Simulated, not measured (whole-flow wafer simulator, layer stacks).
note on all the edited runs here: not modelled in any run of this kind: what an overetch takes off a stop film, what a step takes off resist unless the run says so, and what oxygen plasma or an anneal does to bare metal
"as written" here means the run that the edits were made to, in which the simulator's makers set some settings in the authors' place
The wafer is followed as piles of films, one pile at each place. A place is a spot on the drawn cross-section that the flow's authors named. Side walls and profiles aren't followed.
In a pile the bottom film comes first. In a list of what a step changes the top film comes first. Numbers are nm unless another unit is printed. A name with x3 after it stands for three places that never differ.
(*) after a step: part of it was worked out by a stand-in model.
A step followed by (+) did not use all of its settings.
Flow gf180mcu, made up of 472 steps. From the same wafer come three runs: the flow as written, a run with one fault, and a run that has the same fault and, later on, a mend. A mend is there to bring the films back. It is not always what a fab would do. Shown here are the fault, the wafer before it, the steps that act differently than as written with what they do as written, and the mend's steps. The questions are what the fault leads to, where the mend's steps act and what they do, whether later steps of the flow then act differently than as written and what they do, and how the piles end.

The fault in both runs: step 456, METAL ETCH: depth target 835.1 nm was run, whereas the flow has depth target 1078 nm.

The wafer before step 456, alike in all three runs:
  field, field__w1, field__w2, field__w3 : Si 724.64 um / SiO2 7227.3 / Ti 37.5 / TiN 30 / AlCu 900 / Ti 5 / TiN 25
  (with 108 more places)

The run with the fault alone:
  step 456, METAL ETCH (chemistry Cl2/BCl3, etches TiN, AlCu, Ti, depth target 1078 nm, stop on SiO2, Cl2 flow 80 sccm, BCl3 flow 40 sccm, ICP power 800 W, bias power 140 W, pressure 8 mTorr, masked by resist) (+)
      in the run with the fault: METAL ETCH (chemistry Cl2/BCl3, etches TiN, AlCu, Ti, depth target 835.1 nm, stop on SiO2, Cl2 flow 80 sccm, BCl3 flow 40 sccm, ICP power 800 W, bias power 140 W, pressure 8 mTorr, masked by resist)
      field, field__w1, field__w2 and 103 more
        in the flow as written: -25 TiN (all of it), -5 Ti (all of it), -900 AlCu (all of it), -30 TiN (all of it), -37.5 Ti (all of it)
        in the run with the fault: -25 TiN (all of it), -5 Ti (all of it), -805.1 AlCu
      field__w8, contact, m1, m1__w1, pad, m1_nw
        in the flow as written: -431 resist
        in the run with the fault: -334 resist
  Steps further on in the flow that do not act as written:
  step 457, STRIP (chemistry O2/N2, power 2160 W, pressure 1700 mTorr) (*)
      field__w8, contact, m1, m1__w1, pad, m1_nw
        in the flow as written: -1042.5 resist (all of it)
        in the run with the fault: -1139.4 resist (all of it)
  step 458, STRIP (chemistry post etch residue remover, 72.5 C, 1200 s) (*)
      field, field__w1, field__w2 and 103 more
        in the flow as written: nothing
        in the run with the fault: -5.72 AlCu
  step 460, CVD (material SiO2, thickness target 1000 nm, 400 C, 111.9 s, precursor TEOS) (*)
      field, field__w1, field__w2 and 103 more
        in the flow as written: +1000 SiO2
        in the run with the fault: +1000 SiO2 (new film)
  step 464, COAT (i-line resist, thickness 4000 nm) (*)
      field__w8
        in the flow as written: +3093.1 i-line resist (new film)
        in the run with the fault: +3231.8 i-line resist (new film)
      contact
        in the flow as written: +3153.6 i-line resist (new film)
        in the run with the fault: +3277.5 i-line resist (new film)
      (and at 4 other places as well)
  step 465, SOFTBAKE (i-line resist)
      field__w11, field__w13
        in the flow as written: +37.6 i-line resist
        in the run with the fault: +29.4 i-line resist
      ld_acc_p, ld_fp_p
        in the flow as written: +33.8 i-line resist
        in the run with the fault: +26.4 i-line resist
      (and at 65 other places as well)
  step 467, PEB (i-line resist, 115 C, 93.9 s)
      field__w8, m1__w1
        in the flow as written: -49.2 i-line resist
        in the run with the fault: -52 i-line resist
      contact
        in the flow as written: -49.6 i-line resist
        in the run with the fault: -52.3 i-line resist
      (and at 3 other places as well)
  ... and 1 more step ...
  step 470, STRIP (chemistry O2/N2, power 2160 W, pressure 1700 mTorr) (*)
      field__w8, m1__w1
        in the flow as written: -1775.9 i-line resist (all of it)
        in the run with the fault: -1926.1 i-line resist (all of it)
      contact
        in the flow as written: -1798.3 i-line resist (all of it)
        in the run with the fault: -1943.1 i-line resist (all of it)
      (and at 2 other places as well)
  At field, field__w1, field__w2 and 103 more, the piles at the end differ from the flow's by more than 2% or 0.5 nm, whichever is larger.
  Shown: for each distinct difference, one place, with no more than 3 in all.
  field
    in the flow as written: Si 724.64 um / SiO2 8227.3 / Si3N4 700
    in the run with the fault: Si 724.64 um / SiO2 7227.3 / Ti 37.5 / TiN 30 / AlCu 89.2 / SiO2 1000 / Si3N4 700
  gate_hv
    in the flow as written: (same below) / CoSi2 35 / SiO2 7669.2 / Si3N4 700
    in the run with the fault: (same below) / CoSi2 35 / SiO2 6669.2 / Ti 37.5 / TiN 30 / AlCu 89.2 / SiO2 1000 / Si3N4 700
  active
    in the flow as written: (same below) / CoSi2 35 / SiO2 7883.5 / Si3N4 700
    in the run with the fault: (same below) / CoSi2 35 / SiO2 6883.5 / Ti 37.5 / TiN 30 / AlCu 89.2 / SiO2 1000 / Si3N4 700

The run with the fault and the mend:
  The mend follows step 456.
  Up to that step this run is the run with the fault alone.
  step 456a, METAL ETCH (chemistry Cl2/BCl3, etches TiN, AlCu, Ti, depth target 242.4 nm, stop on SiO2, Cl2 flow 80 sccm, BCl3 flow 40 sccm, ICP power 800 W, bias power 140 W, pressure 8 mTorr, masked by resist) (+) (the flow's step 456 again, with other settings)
      field, field__w1, field__w2 and 103 more
        -94.9 AlCu (all of it), -30 TiN (all of it), -37.5 Ti (all of it)
      field__w8, contact, m1, m1__w1, pad, m1_nw
        -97 resist
  None of the later steps of the flow acts differently than as written at any place that is followed.
  The piles end the same as the flow's at every place that both follow.
